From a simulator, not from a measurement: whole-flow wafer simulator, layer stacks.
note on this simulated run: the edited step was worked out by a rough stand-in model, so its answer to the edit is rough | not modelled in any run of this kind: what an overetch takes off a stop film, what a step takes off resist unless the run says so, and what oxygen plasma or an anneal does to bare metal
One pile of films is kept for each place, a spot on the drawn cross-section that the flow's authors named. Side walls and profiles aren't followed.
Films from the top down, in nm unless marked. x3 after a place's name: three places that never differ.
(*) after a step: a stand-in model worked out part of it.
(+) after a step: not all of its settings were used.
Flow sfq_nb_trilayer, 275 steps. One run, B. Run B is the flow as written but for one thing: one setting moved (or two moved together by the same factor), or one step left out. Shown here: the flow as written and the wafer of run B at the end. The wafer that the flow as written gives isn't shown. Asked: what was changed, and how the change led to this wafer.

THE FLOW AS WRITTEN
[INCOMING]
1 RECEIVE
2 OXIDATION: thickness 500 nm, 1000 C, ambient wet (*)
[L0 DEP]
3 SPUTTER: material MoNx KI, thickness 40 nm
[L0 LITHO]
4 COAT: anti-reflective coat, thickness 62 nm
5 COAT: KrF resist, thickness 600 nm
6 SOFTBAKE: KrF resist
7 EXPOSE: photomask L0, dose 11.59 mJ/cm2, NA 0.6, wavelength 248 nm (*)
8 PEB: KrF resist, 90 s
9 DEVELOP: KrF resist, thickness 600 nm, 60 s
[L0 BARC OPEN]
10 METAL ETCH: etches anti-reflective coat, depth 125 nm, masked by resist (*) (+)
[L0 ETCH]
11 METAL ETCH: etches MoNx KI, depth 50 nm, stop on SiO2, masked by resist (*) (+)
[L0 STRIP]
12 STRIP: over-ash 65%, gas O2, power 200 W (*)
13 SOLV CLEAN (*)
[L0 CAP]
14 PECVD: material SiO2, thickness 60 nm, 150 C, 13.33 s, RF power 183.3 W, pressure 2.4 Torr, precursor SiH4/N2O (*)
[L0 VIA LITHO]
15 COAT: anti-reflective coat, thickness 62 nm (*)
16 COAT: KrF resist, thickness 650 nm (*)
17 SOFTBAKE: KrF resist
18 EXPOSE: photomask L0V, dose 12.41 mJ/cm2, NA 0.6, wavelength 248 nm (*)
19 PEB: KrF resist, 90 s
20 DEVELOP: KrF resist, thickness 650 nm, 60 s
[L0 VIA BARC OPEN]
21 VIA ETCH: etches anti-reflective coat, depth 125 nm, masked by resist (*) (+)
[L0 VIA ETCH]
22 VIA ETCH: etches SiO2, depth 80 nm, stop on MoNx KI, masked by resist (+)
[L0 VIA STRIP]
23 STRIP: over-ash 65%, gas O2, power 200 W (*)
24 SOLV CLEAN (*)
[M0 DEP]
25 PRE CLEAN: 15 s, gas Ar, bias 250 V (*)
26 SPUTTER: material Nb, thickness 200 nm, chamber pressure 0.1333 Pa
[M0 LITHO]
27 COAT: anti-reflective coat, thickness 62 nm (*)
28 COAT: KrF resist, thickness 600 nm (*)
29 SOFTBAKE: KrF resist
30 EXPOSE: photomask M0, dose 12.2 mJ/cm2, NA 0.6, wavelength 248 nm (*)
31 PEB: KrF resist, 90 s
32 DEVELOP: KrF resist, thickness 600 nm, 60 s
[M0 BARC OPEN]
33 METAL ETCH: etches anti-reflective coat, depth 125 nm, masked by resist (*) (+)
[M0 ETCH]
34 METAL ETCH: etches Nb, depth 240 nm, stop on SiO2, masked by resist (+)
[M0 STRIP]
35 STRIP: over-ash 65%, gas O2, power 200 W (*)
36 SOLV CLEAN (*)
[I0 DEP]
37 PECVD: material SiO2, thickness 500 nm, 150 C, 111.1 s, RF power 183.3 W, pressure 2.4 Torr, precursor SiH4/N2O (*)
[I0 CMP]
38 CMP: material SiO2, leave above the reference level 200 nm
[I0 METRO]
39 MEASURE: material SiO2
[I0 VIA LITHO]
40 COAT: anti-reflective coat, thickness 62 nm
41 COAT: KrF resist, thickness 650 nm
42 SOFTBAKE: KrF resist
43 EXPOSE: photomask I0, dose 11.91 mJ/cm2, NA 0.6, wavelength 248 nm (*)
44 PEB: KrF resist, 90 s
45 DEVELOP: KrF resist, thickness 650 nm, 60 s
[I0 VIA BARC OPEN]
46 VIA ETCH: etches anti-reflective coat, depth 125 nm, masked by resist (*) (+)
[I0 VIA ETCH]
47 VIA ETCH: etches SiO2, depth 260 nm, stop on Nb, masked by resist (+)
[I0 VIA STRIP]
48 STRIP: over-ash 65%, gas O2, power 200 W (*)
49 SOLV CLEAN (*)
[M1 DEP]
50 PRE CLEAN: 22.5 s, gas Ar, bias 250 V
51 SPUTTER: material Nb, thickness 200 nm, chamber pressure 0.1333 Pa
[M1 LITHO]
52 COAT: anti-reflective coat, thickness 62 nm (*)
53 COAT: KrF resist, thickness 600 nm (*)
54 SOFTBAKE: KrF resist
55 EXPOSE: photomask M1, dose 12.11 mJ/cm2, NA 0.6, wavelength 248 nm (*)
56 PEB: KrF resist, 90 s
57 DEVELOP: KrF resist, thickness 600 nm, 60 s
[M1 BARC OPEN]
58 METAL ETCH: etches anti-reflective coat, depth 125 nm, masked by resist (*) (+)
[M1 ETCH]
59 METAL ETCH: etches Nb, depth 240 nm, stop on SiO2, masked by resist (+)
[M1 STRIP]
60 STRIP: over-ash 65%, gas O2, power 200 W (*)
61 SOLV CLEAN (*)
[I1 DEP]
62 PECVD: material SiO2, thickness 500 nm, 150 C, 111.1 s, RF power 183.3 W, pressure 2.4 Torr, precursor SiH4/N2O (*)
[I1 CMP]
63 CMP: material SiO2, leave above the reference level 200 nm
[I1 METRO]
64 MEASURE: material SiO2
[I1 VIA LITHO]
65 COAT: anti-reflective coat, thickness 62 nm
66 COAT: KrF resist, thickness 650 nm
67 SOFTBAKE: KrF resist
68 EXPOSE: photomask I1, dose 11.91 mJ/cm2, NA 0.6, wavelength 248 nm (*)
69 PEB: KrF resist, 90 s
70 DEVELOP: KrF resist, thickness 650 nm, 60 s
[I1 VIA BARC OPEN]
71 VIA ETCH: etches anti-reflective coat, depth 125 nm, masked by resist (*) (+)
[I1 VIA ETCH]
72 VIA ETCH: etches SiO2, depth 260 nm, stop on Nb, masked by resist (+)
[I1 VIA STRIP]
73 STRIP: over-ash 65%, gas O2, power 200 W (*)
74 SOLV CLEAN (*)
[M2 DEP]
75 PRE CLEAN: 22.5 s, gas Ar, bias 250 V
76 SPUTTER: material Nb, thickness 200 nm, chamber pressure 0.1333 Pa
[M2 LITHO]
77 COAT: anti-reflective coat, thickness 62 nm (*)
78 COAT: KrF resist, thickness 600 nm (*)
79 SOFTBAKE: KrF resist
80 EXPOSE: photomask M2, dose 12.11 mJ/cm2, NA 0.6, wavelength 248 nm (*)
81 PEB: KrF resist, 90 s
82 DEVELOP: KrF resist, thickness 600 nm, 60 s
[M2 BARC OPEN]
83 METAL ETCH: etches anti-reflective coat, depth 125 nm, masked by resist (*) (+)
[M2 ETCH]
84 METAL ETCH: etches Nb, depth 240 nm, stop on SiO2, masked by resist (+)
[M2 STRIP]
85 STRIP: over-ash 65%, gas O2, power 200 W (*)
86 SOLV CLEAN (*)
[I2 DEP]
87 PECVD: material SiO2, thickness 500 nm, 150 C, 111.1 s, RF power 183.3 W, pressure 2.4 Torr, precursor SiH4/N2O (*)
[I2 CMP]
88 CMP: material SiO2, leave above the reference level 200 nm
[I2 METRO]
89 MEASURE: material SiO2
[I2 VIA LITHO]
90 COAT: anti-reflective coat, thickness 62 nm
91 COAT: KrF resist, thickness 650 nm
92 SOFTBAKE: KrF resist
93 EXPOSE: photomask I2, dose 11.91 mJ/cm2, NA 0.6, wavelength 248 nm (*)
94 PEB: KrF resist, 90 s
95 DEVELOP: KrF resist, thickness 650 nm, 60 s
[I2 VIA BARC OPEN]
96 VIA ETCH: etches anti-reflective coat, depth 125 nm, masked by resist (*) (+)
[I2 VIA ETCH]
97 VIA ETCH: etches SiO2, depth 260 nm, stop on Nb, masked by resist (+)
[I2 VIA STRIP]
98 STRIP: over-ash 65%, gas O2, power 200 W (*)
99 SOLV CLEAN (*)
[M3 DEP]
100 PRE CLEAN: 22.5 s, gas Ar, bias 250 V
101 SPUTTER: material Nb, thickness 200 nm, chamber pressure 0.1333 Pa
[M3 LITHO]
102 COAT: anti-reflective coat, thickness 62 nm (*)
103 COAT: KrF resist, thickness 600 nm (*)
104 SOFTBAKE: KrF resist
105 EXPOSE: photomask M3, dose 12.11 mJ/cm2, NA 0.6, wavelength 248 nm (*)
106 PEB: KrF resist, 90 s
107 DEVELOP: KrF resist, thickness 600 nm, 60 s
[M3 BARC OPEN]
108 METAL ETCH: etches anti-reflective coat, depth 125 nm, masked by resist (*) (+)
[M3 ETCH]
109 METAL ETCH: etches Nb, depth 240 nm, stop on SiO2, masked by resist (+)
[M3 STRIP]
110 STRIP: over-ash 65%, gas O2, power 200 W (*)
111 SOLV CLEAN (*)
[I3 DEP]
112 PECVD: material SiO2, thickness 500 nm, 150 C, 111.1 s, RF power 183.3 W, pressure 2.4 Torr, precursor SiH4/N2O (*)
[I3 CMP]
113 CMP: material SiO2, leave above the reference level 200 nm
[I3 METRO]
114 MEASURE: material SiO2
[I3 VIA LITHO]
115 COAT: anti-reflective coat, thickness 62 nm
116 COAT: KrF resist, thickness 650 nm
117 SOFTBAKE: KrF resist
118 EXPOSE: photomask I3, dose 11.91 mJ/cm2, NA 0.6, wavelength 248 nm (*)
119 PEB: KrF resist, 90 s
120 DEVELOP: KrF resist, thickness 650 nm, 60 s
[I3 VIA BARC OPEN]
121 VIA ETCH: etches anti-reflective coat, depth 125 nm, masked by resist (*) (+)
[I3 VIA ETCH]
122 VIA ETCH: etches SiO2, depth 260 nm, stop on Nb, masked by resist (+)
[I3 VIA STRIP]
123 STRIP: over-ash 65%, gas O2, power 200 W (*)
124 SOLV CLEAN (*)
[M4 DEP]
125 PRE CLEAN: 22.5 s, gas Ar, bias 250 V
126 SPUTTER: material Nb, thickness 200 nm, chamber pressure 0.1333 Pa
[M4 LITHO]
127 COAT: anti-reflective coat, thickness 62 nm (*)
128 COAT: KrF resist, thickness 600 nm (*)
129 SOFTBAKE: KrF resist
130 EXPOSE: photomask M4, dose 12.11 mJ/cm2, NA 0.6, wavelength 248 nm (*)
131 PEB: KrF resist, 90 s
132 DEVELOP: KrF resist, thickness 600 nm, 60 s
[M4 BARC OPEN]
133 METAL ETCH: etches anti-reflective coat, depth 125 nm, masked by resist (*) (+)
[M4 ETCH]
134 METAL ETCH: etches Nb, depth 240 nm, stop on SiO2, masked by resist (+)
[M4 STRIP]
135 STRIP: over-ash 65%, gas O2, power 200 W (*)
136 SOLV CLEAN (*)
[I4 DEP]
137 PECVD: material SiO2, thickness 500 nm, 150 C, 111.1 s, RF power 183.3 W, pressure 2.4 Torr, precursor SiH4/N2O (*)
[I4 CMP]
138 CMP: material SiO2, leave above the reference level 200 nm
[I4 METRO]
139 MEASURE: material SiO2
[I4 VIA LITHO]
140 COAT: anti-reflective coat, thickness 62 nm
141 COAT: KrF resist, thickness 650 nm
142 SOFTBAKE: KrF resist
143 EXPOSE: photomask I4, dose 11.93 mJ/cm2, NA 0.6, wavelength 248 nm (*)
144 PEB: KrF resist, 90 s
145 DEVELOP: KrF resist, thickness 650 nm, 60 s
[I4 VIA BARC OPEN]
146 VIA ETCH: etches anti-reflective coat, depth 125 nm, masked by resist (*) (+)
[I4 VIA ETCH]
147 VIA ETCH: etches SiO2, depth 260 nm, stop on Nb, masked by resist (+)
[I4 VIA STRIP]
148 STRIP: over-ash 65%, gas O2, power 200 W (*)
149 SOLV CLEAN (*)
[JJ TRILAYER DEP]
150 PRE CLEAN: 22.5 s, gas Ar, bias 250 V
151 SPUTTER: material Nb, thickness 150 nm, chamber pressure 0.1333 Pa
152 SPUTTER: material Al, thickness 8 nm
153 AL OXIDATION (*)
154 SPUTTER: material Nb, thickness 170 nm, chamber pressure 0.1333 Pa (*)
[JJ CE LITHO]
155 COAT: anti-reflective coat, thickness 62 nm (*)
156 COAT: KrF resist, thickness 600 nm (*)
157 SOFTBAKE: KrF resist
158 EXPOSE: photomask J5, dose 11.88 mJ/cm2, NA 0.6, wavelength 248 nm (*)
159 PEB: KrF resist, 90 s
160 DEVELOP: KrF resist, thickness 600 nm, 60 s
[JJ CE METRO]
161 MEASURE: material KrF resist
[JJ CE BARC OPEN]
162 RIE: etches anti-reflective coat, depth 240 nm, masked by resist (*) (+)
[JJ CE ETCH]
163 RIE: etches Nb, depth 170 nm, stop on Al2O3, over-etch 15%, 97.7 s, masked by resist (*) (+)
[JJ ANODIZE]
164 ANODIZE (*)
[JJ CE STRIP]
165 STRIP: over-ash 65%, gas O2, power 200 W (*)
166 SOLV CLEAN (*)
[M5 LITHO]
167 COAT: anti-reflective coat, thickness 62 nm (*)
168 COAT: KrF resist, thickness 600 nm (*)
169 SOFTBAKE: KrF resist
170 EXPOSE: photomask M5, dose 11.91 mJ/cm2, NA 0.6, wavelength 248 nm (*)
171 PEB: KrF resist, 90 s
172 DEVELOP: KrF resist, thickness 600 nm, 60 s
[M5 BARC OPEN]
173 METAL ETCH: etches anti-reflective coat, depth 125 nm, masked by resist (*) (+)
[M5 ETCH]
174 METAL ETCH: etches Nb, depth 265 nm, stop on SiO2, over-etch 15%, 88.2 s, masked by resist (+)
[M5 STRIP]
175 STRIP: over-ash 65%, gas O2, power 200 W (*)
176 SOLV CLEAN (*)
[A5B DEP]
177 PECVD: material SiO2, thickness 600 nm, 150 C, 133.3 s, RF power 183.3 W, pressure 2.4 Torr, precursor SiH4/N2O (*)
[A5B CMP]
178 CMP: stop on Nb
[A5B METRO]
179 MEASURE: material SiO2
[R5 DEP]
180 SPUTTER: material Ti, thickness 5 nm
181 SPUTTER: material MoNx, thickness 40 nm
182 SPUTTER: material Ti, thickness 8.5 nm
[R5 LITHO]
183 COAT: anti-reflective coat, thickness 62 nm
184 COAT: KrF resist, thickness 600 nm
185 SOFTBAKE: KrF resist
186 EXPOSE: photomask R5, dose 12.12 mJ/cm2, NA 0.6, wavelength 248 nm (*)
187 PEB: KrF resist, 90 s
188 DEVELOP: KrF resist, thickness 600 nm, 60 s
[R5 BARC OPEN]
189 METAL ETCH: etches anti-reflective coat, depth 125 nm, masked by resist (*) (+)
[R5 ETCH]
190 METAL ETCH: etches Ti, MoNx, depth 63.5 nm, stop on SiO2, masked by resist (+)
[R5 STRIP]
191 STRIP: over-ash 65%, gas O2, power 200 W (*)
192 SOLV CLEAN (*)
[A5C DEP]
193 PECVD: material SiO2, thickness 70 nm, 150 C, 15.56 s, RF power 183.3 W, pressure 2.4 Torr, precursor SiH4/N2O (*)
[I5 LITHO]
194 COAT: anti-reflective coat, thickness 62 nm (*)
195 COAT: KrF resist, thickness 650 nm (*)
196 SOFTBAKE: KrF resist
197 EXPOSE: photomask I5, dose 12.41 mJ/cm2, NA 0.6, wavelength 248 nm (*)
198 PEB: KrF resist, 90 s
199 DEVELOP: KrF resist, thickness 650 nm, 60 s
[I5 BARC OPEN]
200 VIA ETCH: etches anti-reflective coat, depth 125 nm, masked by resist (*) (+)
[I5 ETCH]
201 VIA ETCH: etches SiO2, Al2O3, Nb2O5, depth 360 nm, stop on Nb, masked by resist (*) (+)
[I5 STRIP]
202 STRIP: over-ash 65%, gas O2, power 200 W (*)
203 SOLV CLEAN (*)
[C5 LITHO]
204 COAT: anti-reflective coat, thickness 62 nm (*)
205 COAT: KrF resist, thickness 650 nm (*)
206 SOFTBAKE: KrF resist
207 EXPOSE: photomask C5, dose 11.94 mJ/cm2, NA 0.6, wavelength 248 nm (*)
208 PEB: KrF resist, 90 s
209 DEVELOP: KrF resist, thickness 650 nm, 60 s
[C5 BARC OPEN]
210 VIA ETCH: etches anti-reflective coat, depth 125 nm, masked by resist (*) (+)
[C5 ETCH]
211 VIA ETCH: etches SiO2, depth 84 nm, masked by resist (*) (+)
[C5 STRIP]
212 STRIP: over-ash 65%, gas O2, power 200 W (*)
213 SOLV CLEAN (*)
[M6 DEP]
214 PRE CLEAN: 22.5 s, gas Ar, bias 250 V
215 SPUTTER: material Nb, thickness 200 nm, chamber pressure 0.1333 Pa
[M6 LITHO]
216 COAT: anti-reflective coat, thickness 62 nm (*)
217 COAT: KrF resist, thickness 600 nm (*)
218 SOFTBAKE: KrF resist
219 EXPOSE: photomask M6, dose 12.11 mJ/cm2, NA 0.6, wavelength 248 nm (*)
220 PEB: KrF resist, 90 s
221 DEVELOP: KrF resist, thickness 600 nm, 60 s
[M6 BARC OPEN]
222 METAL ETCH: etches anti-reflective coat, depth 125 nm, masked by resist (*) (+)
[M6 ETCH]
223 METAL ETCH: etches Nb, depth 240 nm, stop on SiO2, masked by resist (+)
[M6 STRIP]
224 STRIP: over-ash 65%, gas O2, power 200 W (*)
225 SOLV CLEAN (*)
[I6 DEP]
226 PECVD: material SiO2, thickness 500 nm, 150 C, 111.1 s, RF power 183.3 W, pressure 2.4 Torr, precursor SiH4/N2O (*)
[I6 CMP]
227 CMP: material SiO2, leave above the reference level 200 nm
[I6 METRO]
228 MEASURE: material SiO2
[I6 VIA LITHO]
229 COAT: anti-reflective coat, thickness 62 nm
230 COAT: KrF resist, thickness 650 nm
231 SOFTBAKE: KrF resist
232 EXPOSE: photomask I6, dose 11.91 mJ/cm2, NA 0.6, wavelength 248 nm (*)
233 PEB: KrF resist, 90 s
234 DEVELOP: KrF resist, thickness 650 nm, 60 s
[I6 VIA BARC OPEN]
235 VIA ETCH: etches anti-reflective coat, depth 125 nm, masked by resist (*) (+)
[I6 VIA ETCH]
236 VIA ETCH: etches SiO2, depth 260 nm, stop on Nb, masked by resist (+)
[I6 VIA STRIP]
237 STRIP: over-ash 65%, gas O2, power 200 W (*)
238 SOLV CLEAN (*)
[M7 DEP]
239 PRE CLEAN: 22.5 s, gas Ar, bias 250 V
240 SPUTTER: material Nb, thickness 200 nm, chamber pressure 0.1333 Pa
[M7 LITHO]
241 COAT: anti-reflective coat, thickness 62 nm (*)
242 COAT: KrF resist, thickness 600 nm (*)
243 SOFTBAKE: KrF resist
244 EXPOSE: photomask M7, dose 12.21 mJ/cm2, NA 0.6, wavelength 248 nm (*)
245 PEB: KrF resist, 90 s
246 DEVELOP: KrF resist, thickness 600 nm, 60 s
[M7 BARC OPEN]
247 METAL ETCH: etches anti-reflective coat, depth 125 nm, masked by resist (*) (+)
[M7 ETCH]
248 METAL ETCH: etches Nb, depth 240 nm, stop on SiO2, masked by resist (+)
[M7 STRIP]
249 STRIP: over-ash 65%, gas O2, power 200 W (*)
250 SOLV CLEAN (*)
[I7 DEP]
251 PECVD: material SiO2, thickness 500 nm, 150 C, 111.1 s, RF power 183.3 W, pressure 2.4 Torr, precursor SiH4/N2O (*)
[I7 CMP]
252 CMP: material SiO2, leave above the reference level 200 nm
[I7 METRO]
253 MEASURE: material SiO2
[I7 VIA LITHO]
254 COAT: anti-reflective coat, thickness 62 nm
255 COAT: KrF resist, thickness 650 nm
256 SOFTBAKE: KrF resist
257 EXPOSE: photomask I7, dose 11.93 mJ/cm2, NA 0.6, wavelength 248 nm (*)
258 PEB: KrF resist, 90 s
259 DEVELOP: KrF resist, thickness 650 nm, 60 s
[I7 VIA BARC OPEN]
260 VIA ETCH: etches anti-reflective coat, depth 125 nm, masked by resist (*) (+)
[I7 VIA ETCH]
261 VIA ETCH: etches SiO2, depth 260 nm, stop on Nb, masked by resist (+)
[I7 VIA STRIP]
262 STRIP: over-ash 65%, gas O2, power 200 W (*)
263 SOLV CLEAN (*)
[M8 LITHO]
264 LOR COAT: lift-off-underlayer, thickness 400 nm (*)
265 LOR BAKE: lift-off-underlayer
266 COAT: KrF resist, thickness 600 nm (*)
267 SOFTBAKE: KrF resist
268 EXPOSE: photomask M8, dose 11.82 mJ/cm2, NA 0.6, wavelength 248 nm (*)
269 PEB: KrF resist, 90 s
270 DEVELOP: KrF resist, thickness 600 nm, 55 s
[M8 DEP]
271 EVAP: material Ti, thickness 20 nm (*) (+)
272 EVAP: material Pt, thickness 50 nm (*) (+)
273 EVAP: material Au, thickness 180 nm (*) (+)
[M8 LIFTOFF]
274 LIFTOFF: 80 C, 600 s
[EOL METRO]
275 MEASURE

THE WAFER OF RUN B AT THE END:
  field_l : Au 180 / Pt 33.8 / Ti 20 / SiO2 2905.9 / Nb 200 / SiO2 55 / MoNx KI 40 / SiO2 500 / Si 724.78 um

The cause: step 272, EVAP: thickness 33.8 nm was run, where the flow has thickness 50 nm.
It can be read off the wafer: field_l has Pt 33.8, and step 272 as written asks for 50 nm.

How the change led to this, step by step:
  272 EVAP: material Pt, thickness 50 nm (*) (+)
      field_l, v_sur, via_wl and 103 more: Pt +33.8 (new film) (as written it would be: Pt +50 (new film))
  274 LIFTOFF: 80 C, 600 s
      p4_fl, p4_fm, p4_w1 and 71 more: Au -180 (all of it), Pt -33.8 (all of it), Ti -20 (all of it), KrF resist -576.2 (all of it), lift-off-underlayer -400 (all of it) (as written it would be: Au -180 (all of it), Pt -50 (all of it), Ti -20 (all of it), KrF resist -576.2 (all of it), lift-off-underlayer -400 (all of it))
      c5j, ce_r: Au -180 (all of it), Pt -33.8 (all of it), Ti -20 (all of it), KrF resist -573.3 (all of it), lift-off-underlayer -399.3 (all of it) (as written it would be: Au -180 (all of it), Pt -50 (all of it), Ti -20 (all of it), KrF resist -573.3 (all of it), lift-off-underlayer -399.3 (all of it))
      (and at 19 more places)
